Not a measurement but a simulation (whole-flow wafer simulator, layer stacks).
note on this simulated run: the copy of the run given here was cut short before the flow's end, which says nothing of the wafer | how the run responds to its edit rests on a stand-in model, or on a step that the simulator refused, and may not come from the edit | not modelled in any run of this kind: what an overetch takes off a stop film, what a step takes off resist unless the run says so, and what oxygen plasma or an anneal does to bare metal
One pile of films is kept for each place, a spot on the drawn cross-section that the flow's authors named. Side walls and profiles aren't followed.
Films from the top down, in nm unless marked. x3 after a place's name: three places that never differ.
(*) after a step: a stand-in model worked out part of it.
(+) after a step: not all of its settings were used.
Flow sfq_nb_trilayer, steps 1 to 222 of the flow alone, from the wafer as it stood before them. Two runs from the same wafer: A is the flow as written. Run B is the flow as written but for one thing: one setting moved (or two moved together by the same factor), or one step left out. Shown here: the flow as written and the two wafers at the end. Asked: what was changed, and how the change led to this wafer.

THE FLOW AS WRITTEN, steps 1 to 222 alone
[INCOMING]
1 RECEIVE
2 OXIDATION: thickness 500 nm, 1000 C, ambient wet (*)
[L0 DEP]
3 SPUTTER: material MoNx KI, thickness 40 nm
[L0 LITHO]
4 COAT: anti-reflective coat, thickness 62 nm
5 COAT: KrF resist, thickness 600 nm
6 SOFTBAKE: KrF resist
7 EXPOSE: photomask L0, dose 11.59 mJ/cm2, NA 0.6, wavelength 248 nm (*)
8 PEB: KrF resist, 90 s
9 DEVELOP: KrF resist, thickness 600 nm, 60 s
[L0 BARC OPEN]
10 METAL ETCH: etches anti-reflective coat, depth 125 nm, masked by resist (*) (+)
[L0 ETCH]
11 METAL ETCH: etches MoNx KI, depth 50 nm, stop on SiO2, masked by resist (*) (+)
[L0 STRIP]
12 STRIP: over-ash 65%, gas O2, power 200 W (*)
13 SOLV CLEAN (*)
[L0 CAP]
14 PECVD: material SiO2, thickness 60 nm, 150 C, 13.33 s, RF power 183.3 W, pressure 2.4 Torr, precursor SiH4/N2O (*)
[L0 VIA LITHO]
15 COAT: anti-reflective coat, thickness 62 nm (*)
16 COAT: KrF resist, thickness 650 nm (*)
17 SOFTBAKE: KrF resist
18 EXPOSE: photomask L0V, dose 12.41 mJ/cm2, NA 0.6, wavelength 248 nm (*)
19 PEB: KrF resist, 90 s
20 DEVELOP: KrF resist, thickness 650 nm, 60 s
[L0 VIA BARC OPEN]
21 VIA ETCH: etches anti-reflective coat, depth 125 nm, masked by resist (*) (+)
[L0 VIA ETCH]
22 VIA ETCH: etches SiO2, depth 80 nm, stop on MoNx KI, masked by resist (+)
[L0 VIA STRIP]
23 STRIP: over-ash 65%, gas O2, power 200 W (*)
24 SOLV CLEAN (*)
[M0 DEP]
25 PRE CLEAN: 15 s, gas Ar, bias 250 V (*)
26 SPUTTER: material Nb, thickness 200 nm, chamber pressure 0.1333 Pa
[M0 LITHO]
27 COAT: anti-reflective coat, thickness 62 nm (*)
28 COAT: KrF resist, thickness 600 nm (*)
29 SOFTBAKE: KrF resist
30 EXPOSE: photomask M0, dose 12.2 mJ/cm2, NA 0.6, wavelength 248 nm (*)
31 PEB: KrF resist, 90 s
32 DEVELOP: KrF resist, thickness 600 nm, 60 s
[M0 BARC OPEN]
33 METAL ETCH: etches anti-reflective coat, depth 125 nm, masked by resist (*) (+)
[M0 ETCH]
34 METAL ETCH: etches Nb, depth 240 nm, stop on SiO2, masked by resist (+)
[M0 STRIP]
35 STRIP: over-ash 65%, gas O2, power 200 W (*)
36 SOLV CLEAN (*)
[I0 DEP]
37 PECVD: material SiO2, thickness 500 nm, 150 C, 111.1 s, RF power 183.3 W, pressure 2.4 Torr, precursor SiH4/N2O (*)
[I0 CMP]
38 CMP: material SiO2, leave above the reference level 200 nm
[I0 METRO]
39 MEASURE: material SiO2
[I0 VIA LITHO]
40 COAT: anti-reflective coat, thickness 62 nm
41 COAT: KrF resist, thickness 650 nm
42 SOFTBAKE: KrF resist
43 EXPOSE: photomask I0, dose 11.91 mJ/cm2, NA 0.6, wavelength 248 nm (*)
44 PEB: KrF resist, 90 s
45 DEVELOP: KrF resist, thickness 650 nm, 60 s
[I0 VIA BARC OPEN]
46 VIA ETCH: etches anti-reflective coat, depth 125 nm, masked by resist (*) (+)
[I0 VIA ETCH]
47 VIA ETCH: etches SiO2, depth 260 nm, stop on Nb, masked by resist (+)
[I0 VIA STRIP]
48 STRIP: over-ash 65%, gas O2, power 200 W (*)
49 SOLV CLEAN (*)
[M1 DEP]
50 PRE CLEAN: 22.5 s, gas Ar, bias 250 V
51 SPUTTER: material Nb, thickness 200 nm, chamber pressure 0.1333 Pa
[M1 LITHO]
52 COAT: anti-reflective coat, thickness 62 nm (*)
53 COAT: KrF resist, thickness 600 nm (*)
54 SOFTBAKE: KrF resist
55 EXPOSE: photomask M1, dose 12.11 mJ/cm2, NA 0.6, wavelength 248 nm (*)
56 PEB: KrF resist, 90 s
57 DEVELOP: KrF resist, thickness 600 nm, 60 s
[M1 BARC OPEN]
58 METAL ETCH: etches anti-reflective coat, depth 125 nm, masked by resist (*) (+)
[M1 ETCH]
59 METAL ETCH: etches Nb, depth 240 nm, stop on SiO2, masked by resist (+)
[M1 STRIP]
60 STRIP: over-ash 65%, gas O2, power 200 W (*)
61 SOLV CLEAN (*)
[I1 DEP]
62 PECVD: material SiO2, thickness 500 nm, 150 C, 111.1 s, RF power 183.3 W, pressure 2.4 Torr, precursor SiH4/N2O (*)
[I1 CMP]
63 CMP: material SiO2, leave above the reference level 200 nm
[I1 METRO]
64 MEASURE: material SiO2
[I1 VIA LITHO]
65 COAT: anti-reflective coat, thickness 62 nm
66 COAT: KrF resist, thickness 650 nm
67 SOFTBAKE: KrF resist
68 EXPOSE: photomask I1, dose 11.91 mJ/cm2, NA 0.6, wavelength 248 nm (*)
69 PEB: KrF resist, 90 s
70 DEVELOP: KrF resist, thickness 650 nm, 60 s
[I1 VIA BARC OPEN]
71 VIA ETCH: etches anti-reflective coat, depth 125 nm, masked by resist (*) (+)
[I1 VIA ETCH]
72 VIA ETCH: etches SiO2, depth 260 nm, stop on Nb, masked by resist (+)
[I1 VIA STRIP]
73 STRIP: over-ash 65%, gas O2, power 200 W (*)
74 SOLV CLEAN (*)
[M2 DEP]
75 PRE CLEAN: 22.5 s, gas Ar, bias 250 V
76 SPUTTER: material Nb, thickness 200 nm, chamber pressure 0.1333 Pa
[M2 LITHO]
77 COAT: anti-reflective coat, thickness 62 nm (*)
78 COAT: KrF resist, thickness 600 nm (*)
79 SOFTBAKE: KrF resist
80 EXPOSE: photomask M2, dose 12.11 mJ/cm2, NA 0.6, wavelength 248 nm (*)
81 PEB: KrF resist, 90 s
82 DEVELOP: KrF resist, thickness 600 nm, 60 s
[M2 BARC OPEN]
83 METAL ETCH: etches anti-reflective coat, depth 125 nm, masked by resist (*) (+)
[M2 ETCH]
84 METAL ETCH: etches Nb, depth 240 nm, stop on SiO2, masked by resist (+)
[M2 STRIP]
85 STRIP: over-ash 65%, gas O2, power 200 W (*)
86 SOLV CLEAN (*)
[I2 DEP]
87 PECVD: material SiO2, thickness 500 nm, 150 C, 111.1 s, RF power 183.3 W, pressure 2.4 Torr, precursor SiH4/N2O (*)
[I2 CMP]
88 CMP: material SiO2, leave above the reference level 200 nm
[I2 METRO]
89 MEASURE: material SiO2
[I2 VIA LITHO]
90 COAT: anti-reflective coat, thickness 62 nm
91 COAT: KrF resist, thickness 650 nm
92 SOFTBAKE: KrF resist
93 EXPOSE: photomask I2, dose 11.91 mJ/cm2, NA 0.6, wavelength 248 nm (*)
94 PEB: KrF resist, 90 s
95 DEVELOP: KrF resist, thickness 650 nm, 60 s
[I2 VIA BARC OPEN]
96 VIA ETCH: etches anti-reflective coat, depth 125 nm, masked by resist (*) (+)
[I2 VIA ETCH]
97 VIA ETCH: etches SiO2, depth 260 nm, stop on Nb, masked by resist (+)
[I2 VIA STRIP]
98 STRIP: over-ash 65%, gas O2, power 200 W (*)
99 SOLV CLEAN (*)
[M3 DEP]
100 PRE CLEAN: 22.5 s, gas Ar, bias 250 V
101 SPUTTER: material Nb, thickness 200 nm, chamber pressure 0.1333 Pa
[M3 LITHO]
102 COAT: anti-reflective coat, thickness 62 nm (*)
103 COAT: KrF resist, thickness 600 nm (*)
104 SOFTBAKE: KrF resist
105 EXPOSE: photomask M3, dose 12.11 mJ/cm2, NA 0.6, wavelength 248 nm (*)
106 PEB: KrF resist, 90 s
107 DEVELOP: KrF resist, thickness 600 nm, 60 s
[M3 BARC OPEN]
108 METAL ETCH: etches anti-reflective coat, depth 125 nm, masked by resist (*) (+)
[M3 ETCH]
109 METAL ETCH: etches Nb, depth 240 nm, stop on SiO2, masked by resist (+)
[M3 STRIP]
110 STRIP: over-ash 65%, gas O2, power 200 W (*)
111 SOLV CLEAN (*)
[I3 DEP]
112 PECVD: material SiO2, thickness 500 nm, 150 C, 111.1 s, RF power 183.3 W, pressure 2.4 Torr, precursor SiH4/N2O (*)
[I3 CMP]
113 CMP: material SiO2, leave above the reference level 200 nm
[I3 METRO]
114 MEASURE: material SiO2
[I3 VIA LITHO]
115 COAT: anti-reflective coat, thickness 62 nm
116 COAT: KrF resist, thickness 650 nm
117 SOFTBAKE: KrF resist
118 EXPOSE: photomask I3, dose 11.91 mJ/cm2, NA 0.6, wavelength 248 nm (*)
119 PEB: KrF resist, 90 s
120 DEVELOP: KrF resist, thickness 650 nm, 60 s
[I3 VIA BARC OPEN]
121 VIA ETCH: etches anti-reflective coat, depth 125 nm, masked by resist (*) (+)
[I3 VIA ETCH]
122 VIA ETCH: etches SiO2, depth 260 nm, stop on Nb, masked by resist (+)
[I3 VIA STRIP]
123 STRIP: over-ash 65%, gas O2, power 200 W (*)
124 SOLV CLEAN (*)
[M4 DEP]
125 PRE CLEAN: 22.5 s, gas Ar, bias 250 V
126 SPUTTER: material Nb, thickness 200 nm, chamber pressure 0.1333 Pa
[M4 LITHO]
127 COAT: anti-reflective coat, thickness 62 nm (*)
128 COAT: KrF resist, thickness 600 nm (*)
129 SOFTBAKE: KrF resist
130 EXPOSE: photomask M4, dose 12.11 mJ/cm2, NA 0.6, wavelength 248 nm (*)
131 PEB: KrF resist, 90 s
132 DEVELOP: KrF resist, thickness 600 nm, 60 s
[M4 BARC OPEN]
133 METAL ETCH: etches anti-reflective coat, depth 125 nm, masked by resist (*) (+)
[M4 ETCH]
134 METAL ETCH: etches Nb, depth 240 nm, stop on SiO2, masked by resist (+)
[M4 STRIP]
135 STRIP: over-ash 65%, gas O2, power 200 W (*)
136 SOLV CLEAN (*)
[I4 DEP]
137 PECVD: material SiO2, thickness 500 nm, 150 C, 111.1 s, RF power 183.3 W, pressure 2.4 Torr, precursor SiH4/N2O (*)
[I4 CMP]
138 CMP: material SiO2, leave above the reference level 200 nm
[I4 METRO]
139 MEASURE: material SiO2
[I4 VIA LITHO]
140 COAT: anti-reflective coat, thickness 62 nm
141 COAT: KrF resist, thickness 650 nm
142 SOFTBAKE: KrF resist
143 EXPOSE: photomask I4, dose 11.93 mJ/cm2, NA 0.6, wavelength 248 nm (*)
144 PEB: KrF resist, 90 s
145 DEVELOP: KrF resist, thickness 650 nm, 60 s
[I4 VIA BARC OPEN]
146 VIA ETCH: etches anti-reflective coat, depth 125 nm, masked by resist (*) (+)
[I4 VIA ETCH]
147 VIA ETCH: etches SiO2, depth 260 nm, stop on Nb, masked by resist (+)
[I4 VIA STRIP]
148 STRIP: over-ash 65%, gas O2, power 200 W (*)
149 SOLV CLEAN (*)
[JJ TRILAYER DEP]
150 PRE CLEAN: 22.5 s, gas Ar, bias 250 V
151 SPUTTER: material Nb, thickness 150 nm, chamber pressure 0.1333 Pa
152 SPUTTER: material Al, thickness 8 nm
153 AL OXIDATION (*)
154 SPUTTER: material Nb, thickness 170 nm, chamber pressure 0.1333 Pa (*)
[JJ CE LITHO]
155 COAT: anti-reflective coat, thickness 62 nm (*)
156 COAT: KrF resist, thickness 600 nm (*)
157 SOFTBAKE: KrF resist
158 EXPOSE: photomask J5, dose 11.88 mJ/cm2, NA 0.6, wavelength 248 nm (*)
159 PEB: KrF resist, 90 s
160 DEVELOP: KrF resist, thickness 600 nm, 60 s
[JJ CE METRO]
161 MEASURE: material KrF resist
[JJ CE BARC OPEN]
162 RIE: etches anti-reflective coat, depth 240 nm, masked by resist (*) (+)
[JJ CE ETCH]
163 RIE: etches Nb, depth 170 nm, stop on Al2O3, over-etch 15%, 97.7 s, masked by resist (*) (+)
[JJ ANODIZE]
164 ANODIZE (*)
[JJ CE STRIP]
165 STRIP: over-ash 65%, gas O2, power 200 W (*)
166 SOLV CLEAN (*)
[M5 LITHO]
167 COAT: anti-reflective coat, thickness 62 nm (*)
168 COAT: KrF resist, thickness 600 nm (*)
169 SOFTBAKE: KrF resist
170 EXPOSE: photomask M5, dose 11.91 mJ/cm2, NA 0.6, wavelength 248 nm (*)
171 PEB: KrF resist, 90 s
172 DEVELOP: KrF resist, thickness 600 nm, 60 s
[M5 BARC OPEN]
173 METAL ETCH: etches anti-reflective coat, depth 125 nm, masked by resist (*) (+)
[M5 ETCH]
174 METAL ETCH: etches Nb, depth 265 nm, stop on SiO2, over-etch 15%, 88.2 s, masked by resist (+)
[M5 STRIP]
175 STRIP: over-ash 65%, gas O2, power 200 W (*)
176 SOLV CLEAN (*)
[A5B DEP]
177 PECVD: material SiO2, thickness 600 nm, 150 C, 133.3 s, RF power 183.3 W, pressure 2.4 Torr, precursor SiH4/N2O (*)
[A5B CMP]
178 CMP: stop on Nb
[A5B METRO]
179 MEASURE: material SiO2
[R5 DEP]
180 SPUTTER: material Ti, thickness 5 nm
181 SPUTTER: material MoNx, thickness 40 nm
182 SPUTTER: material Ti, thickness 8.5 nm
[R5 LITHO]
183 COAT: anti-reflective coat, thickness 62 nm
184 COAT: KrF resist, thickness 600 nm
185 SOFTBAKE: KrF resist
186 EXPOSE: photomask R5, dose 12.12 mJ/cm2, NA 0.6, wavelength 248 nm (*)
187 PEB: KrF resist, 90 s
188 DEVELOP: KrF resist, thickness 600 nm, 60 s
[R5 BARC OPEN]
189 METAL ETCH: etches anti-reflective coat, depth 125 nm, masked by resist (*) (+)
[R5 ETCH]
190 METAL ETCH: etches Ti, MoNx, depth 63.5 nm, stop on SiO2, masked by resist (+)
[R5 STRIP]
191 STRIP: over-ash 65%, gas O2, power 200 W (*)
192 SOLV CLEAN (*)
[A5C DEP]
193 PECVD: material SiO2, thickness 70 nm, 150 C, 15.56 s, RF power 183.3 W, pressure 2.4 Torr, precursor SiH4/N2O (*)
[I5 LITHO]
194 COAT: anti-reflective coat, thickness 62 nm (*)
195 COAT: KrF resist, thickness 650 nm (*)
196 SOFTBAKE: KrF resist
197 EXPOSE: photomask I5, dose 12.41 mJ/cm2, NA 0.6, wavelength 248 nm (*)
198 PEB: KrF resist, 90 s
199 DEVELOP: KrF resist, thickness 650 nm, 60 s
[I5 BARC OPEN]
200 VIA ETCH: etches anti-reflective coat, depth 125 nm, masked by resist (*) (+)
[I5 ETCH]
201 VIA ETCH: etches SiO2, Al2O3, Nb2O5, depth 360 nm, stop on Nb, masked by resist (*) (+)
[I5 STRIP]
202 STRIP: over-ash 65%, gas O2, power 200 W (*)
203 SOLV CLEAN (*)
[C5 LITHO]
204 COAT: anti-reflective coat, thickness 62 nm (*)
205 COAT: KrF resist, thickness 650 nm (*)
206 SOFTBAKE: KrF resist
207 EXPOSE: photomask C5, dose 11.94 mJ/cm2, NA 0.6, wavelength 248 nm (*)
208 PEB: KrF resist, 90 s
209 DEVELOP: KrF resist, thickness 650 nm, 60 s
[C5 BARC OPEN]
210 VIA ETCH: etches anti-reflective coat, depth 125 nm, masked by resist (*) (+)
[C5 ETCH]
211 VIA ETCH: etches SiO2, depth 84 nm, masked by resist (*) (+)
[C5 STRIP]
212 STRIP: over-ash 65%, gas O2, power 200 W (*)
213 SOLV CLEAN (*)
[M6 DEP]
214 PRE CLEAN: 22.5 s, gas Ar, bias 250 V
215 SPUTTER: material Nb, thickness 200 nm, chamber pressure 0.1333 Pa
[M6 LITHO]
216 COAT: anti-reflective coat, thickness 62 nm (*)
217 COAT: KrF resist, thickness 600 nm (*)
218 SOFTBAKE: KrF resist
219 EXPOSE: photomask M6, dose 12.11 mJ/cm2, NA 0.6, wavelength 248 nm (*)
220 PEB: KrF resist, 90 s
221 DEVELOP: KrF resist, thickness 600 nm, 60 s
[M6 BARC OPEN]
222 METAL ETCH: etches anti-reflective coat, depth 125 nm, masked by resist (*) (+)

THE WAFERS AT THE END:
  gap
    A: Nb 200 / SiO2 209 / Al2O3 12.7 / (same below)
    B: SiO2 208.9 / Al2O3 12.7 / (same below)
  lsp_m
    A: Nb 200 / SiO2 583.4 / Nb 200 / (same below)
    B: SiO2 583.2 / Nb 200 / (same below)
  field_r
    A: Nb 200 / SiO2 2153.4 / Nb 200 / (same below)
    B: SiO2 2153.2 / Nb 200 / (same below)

The cause: step 215, SPUTTER: material Nb, thickness 200 nm, chamber pressure 0.1333 Pa, was left out.

How the change led to this, step by step:
  216 COAT: anti-reflective coat, thickness 62 nm (*)
      be: A anti-reflective coat +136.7 (new film) | B anti-reflective coat +121.7 (new film)
      be_sur: A anti-reflective coat +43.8 (new film) | B anti-reflective coat +41.3 (new film)
      (and at 5 more places)
  217 COAT: KrF resist, thickness 600 nm (*)
      be: A KrF resist +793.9 (new film) | B KrF resist +761.5 (new film)
Counting metal films that touch as one body, gap has 2 bodies (between them, from the top down: SiO2 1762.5); the flow as written gives 3 bodies (between them, from the top down: SiO2 209 / Al2O3 12.7 / Nb2O5 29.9; SiO2 1762.5).
Counting metal films that touch as one body, lsp_m has 2 bodies (between them, from the top down: SiO2 1370); the flow as written gives 3 bodies (between them, from the top down: SiO2 583.4; SiO2 1370).
Counting metal films that touch as one body, field_r has 1 body; the flow as written gives 2 bodies (between them, from the top down: SiO2 2153.4).
